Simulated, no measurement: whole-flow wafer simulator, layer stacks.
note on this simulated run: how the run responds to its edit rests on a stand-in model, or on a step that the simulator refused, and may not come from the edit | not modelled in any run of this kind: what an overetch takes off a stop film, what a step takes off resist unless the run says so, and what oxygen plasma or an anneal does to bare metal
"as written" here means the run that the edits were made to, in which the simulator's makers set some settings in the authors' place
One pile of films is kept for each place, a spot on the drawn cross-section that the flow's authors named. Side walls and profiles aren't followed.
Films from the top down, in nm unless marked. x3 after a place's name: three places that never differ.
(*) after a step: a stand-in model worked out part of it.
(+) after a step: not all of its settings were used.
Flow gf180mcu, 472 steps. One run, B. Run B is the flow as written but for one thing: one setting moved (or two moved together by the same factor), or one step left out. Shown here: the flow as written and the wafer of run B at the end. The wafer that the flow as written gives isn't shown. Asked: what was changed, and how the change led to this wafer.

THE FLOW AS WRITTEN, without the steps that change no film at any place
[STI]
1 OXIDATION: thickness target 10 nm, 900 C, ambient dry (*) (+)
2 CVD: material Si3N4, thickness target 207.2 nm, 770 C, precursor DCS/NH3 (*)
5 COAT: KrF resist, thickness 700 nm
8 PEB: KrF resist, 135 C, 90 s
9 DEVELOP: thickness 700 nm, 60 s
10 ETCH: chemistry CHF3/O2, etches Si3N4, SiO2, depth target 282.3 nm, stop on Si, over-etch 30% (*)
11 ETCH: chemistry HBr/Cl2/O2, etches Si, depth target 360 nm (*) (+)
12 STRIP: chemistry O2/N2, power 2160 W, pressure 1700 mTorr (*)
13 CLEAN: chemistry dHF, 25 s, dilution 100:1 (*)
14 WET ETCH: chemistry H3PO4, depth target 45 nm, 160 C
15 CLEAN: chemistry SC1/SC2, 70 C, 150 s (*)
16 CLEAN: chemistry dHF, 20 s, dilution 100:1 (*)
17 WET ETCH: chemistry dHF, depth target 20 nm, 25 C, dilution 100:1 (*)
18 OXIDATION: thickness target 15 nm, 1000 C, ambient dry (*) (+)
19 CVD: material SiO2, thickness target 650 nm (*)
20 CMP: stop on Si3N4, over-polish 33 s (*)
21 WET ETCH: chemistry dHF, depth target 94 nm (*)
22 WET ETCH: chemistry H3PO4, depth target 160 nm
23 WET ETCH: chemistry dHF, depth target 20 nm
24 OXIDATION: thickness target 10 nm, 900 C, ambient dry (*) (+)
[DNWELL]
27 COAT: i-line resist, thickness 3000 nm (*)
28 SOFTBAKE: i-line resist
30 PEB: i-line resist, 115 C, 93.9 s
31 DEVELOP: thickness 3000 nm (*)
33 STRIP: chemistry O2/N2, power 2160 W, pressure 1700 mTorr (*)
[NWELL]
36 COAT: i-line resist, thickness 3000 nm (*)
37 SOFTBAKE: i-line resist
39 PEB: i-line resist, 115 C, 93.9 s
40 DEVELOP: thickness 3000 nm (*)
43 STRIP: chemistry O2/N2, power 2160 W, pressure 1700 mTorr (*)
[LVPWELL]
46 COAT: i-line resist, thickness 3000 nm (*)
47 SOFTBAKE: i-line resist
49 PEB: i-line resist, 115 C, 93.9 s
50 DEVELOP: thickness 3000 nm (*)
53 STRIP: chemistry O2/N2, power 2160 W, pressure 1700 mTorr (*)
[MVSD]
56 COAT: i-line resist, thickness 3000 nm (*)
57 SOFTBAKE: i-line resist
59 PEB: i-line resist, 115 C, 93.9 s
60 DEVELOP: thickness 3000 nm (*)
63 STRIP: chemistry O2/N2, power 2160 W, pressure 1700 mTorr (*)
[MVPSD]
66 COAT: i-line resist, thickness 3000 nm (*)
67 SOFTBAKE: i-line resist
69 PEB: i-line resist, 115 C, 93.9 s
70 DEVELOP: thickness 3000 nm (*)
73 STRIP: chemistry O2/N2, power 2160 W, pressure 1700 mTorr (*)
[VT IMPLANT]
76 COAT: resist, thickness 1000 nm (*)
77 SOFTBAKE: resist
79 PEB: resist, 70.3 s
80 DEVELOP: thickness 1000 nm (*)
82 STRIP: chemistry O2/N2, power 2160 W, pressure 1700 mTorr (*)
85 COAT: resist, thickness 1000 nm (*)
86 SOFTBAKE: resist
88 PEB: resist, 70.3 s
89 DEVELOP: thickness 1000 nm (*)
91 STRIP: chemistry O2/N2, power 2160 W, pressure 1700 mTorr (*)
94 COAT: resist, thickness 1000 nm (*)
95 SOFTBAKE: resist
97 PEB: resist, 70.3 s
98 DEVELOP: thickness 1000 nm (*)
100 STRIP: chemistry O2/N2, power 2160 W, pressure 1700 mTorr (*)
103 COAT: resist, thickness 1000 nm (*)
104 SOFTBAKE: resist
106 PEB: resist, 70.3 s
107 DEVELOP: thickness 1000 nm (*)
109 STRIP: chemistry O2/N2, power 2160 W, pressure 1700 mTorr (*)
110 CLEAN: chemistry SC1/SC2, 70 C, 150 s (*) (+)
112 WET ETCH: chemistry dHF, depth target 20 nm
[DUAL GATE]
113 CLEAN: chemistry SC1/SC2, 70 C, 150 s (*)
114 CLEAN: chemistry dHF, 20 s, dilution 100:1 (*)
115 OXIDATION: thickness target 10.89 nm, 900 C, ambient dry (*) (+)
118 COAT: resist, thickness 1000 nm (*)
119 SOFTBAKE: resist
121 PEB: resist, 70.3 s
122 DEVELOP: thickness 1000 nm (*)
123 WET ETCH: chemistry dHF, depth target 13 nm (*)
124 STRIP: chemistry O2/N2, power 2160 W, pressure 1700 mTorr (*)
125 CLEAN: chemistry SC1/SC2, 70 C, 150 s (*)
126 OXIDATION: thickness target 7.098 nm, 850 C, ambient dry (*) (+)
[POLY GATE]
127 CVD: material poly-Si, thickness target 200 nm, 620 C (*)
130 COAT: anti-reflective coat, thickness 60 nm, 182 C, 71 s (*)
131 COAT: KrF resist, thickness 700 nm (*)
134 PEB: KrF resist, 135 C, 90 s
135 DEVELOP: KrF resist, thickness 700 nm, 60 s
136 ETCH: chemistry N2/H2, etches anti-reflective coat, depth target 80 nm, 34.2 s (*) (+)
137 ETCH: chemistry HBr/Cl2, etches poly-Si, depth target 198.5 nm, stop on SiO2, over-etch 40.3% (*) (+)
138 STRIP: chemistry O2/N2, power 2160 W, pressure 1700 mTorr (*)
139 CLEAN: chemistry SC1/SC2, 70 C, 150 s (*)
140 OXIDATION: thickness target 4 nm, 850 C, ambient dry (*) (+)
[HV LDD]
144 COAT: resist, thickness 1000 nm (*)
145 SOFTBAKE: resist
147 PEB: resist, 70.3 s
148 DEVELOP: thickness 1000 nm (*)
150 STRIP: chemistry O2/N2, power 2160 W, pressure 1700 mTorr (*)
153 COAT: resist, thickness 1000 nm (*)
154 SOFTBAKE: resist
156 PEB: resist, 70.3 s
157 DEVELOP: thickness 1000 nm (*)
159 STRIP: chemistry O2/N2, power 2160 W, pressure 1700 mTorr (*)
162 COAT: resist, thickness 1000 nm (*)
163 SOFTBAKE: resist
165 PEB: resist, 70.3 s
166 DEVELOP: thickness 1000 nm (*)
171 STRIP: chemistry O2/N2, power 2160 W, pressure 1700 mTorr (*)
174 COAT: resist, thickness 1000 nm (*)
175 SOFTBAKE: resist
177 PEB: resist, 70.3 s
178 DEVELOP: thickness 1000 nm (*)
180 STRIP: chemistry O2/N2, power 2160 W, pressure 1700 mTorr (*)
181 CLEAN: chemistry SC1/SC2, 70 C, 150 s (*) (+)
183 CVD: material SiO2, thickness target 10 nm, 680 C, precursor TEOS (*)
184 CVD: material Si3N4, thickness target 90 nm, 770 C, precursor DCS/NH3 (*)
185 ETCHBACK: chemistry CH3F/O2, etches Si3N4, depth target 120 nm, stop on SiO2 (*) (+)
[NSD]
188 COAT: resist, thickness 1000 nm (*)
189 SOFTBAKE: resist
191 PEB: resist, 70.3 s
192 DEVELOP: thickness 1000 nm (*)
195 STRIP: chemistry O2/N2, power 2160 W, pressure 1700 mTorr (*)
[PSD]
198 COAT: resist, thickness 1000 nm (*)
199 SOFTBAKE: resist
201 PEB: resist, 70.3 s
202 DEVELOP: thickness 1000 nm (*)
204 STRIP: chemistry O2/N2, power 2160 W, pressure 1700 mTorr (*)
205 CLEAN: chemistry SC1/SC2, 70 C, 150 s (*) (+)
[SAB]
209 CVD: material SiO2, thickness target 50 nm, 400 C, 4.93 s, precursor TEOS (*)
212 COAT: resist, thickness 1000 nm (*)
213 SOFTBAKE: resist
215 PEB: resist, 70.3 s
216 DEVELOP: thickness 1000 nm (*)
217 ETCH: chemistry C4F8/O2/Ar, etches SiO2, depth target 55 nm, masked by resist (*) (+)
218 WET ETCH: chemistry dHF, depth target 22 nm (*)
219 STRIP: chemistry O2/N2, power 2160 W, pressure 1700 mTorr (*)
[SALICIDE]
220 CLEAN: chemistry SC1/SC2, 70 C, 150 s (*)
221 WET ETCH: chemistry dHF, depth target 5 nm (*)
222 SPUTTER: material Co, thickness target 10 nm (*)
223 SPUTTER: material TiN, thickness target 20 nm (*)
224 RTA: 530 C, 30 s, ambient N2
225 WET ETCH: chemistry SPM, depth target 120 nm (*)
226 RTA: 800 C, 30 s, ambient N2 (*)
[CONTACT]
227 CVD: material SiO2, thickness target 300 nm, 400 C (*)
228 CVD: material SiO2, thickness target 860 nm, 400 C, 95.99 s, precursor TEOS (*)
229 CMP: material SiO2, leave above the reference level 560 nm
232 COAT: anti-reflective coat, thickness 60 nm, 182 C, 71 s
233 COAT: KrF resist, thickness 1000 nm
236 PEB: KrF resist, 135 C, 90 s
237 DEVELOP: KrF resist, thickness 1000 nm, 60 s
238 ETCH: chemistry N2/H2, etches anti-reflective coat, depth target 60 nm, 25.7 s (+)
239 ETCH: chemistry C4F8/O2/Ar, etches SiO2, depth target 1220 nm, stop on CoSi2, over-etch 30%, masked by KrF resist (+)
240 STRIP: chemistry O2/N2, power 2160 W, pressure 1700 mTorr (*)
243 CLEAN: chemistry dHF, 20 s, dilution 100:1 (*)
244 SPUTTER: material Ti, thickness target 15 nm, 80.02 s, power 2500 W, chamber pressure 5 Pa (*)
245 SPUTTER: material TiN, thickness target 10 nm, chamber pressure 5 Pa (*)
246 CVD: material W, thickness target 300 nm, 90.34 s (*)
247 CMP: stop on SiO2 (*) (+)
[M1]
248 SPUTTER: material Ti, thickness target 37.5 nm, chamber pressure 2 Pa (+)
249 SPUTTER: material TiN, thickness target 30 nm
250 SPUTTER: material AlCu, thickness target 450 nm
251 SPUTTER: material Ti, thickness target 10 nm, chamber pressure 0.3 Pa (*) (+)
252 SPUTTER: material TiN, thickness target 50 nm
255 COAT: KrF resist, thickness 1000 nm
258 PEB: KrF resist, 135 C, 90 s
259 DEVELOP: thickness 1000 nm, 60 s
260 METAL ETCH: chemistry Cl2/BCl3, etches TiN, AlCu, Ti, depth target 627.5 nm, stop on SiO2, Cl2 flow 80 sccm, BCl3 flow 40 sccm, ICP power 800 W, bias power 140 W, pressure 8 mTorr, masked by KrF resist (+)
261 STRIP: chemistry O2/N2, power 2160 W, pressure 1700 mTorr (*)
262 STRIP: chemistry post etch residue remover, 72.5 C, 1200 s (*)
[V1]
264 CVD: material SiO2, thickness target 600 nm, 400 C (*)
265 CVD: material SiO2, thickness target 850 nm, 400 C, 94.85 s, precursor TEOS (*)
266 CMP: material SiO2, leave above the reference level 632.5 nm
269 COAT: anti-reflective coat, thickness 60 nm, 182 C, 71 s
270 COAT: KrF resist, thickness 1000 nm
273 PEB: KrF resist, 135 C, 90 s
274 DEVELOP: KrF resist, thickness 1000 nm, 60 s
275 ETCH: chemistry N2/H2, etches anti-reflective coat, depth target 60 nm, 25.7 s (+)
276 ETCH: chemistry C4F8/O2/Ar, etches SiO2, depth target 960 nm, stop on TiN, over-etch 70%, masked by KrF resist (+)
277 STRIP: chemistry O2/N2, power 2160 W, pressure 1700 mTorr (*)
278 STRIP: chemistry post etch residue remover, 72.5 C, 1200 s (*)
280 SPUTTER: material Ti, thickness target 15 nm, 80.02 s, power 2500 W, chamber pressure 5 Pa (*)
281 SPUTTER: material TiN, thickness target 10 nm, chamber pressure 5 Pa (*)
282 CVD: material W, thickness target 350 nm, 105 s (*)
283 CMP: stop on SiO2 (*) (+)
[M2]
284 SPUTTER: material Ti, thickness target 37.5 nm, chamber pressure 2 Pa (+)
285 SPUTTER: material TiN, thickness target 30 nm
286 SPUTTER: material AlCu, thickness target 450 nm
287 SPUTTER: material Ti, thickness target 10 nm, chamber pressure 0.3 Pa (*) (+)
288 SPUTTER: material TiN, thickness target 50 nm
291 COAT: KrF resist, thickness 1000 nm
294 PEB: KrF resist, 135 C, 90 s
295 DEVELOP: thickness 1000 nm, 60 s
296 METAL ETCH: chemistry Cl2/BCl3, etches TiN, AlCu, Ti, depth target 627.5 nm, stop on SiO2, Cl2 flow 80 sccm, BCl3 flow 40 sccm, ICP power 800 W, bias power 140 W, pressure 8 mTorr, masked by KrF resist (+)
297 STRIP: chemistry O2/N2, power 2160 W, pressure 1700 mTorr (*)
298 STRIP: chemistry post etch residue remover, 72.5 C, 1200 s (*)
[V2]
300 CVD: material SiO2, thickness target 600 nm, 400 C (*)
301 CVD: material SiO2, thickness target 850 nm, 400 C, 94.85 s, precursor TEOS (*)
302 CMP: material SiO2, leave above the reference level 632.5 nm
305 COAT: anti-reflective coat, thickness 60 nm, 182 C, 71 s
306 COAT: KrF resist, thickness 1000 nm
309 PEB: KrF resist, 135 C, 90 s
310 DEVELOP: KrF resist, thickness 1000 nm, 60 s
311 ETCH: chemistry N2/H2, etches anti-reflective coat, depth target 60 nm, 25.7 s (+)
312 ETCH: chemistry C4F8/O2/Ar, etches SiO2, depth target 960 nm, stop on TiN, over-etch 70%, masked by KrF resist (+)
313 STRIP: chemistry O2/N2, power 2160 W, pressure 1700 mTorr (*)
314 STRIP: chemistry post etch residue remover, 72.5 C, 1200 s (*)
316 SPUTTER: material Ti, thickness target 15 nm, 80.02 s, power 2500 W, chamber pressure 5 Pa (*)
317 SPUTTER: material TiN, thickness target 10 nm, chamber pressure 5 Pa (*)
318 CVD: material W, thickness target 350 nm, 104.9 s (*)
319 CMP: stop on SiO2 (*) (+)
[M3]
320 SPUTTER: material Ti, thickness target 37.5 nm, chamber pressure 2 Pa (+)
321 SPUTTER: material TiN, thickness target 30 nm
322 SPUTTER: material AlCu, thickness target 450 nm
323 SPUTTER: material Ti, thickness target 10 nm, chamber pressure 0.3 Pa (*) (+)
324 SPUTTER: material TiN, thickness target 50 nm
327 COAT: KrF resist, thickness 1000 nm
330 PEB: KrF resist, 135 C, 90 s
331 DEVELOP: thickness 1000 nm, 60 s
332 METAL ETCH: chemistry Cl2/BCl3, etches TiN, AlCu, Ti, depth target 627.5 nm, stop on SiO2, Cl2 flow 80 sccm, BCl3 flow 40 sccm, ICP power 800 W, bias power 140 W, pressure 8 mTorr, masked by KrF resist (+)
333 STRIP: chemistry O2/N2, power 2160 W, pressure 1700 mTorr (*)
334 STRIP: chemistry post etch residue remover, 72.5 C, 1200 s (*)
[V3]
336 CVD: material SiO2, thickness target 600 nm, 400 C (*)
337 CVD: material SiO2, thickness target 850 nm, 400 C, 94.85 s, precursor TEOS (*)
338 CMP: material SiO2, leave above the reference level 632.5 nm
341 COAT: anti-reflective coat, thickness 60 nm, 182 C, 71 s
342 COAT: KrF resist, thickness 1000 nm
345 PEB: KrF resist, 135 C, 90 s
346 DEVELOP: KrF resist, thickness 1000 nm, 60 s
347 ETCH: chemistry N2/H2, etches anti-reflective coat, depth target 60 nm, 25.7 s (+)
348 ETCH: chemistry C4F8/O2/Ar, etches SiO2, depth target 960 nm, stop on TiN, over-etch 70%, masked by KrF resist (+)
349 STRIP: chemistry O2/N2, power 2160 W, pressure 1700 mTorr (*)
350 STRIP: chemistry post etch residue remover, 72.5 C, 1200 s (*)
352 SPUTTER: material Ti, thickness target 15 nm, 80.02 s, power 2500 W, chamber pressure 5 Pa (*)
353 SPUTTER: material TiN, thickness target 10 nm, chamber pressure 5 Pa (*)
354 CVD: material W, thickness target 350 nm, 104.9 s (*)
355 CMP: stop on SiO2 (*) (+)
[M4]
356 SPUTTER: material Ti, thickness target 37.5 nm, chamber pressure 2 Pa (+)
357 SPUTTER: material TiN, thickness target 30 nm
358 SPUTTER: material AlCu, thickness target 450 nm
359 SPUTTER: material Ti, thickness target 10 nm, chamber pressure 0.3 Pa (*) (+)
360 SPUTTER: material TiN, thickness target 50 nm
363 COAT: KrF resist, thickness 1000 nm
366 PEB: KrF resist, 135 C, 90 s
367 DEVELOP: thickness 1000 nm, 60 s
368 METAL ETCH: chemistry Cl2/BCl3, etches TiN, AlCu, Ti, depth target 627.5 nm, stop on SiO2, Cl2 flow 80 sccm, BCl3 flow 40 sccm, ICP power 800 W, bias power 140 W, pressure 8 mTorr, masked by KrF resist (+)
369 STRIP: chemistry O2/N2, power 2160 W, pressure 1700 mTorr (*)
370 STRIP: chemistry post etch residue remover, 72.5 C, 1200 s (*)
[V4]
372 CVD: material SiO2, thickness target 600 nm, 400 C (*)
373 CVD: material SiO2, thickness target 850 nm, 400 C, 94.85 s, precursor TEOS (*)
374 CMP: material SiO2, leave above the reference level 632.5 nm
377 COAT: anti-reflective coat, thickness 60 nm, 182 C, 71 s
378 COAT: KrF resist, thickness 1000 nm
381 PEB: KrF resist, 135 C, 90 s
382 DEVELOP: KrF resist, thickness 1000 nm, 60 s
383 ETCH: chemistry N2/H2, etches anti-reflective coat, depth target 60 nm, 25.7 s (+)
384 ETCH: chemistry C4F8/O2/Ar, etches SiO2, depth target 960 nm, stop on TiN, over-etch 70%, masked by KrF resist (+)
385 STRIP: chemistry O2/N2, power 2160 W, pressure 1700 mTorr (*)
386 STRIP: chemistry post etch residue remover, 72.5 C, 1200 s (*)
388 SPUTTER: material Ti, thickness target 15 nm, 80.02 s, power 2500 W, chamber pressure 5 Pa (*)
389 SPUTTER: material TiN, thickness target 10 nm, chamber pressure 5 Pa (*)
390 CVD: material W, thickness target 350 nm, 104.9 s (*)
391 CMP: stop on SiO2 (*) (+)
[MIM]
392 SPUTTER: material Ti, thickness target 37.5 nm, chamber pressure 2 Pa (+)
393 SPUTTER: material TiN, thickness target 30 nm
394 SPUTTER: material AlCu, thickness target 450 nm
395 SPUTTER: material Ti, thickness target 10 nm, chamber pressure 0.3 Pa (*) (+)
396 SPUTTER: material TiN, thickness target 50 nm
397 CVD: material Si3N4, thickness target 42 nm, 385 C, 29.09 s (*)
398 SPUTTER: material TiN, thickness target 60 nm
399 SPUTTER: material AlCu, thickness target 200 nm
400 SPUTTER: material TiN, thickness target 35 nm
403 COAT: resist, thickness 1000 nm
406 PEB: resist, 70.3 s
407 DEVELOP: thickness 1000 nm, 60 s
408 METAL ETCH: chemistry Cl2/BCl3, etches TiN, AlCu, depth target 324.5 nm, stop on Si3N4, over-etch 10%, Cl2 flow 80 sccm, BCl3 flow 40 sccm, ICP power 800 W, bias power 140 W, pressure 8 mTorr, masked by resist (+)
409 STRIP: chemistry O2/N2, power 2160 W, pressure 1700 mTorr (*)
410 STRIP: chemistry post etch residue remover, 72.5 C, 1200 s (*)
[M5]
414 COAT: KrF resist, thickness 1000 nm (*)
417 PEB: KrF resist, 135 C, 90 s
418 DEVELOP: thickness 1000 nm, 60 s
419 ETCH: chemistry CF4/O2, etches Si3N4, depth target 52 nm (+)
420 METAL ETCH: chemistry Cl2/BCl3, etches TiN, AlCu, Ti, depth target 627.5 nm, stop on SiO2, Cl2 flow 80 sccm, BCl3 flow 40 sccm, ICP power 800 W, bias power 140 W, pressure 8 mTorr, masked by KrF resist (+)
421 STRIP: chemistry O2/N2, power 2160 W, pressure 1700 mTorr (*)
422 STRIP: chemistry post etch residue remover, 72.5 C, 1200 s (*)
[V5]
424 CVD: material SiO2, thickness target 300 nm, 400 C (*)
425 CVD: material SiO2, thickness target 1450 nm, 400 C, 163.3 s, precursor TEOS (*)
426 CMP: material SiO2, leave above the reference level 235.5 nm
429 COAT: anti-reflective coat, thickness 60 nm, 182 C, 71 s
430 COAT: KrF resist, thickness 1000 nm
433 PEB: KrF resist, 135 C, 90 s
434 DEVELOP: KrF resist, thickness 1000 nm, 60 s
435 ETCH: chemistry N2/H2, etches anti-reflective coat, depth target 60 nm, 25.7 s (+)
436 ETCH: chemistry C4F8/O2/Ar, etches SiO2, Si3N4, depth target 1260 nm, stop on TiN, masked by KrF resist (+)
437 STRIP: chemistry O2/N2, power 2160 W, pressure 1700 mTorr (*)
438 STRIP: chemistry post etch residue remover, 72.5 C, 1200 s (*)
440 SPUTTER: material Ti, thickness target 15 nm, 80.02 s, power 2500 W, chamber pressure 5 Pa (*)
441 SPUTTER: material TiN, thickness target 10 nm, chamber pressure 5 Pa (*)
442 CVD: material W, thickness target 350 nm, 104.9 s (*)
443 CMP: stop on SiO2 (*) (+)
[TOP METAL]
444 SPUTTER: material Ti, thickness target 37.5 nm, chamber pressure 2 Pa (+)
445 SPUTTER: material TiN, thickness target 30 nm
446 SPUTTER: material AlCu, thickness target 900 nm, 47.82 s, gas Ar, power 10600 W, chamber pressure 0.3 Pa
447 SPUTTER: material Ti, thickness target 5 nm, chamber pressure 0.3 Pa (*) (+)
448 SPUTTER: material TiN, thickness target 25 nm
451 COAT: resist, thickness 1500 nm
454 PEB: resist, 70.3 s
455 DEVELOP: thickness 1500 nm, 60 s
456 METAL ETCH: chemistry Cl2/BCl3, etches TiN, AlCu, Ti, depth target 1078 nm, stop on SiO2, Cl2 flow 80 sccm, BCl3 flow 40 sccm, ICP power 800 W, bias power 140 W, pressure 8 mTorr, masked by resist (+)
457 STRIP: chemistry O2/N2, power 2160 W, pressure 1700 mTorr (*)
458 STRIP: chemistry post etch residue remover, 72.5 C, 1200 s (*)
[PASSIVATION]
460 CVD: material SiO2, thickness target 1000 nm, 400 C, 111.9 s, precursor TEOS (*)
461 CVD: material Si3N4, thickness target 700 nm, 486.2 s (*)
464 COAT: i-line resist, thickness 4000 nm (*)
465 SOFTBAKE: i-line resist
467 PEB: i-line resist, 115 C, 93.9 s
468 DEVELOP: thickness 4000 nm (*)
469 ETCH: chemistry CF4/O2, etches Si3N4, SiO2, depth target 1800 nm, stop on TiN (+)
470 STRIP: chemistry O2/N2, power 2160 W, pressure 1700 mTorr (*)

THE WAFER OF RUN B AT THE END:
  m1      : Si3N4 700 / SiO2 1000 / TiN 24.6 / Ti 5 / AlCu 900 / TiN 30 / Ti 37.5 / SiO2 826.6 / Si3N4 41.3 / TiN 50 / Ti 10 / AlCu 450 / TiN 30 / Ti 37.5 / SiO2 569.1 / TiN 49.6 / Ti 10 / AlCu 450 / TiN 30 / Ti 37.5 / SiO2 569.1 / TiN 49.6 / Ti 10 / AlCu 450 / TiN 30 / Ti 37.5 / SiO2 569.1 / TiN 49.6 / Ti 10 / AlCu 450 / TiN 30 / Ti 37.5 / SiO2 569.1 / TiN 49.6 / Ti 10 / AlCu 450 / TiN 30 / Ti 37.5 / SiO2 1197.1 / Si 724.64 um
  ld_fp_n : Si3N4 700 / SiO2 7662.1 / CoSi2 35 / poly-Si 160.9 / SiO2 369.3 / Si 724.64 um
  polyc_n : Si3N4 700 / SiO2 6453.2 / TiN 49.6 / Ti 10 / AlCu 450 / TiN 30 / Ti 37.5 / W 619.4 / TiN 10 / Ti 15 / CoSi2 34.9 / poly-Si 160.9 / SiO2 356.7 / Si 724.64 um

The cause: step 23, WET ETCH: depth target 29 nm was run, where the flow has depth target 20 nm.

How the change led to this, step by step:
  23 WET ETCH: chemistry dHF, depth target 20 nm
      field, field_sub, sti and 34 more: SiO2 -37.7 (as written it would be: SiO2 -26)
  28 SOFTBAKE: i-line resist
      nw_enc_fld: i-line resist +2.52 (as written it would be: i-line resist -1.36)
      ldn_fp, ldn_drn: i-line resist +3.44 (as written it would be: i-line resist +4.83)
      (and at 36 more places)
  37 SOFTBAKE: i-line resist
      nw_enc_fld: i-line resist +2.52 (as written it would be: i-line resist -1.36)
      ldn_fp, ldn_drn: i-line resist +3.44 (as written it would be: i-line resist +4.83)
      (and at 36 more places)
  47 SOFTBAKE: i-line resist
      nw_enc_fld: i-line resist +2.52 (as written it would be: i-line resist -1.36)
      ldn_fp, ldn_drn: i-line resist +3.44 (as written it would be: i-line resist +4.83)
      (and at 36 more places)
  57 SOFTBAKE: i-line resist
      nw_enc_fld: i-line resist +2.52 (as written it would be: i-line resist -1.36)
      ldn_fp, ldn_drn: i-line resist +3.44 (as written it would be: i-line resist +4.83)
      (and at 36 more places)
  67 SOFTBAKE: i-line resist
      nw_enc_fld: i-line resist +2.52 (as written it would be: i-line resist -1.36)
      ldn_fp, ldn_drn: i-line resist +3.44 (as written it would be: i-line resist +4.83)
      (and at 36 more places)
  77 SOFTBAKE: resist
      gate_p_hv: resist +1.15 (as written it would be: resist +1.75)
      iso_ptap_sub: resist +1.35 (as written it would be: resist +1.9)
  86 SOFTBAKE: resist
      gate_p_hv: resist +1.15 (as written it would be: resist +1.75)
      iso_ptap_sub: resist +1.35 (as written it would be: resist +1.9)
  95 SOFTBAKE: resist
      gate_p_hv: resist +1.15 (as written it would be: resist +1.75)
      iso_ptap_sub: resist +1.35 (as written it would be: resist +1.9)
  104 SOFTBAKE: resist
      gate_p_hv: resist +1.15 (as written it would be: resist +1.75)
      iso_ptap_sub: resist +1.35 (as written it would be: resist +1.9)
  119 SOFTBAKE: resist
      field_sub: resist -0.2 (as written it would be: resist -0.73)
      gate_p_hv: resist +0.22 (as written it would be: resist +0.83)
      (and at 1 more place)
  130 COAT: anti-reflective coat, thickness 60 nm, 182 C, 71 s (*)
      p_well, spacer, sd_n: anti-reflective coat +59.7 (new film) (as written it would be: anti-reflective coat +70.9 (new film))
      field__w1: anti-reflective coat +56.5 (new film) (as written it would be: anti-reflective coat +50.8 (new film))
      (and at 72 more places)
  136 ETCH: chemistry N2/H2, etches anti-reflective coat, depth target 80 nm, 34.2 s (*) (+)
      p_well, spacer, sd_n: anti-reflective coat -59.7 (all of it), poly-Si -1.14 (as written it would be: anti-reflective coat -70.9 (all of it), poly-Si -0.85)
      field__w1: anti-reflective coat -56.5 (all of it), poly-Si -1.22 (as written it would be: anti-reflective coat -50.8 (all of it), poly-Si -1.37)
      (and at 51 more places)
  138 STRIP: chemistry O2/N2, power 2160 W, pressure 1700 mTorr (*)
      gate: chemical SiO2 +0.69 (new film), KrF resist -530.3 (all of it), anti-reflective coat -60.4 (all of it), poly-Si -0.3 (as written it would be: chemical SiO2 +0.68 (new film), KrF resist -531.7 (all of it), anti-reflective coat -65.5 (all of it), poly-Si -0.3)
      gate_hv: chemical SiO2 +0.69 (new film), KrF resist -525.5 (all of it), anti-reflective coat -59.3 (all of it), poly-Si -0.3 (as written it would be: chemical SiO2 +0.68 (new film), KrF resist -528.4 (all of it), anti-reflective coat -61 (all of it), poly-Si -0.3)
      (and at 19 more places)
  144 COAT: resist, thickness 1000 nm (*)
      field__w6: resist +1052 (new film) (as written it would be: resist +1022.5 (new film))
  145 SOFTBAKE: resist
      field: resist +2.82 (as written it would be: resist -0.3)
      nw_enc_fld_lv__w3: resist -0.94 (as written it would be: resist +2.63)
      (and at 5 more places)
  ... 20 more steps ...
  229 CMP: material SiO2, leave above the reference level 560 nm
      ldn_sep__w1, ldn_sep__w2, ldn_dft and 8 more: SiO2 -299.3 (as written it would be: SiO2 -311)
      sti, mim_1p0, pad, dice_street, iso_nw_fld, iso_fld_sub: SiO2 -285.2 (as written it would be: SiO2 -296.8)
      (and at 50 more places)
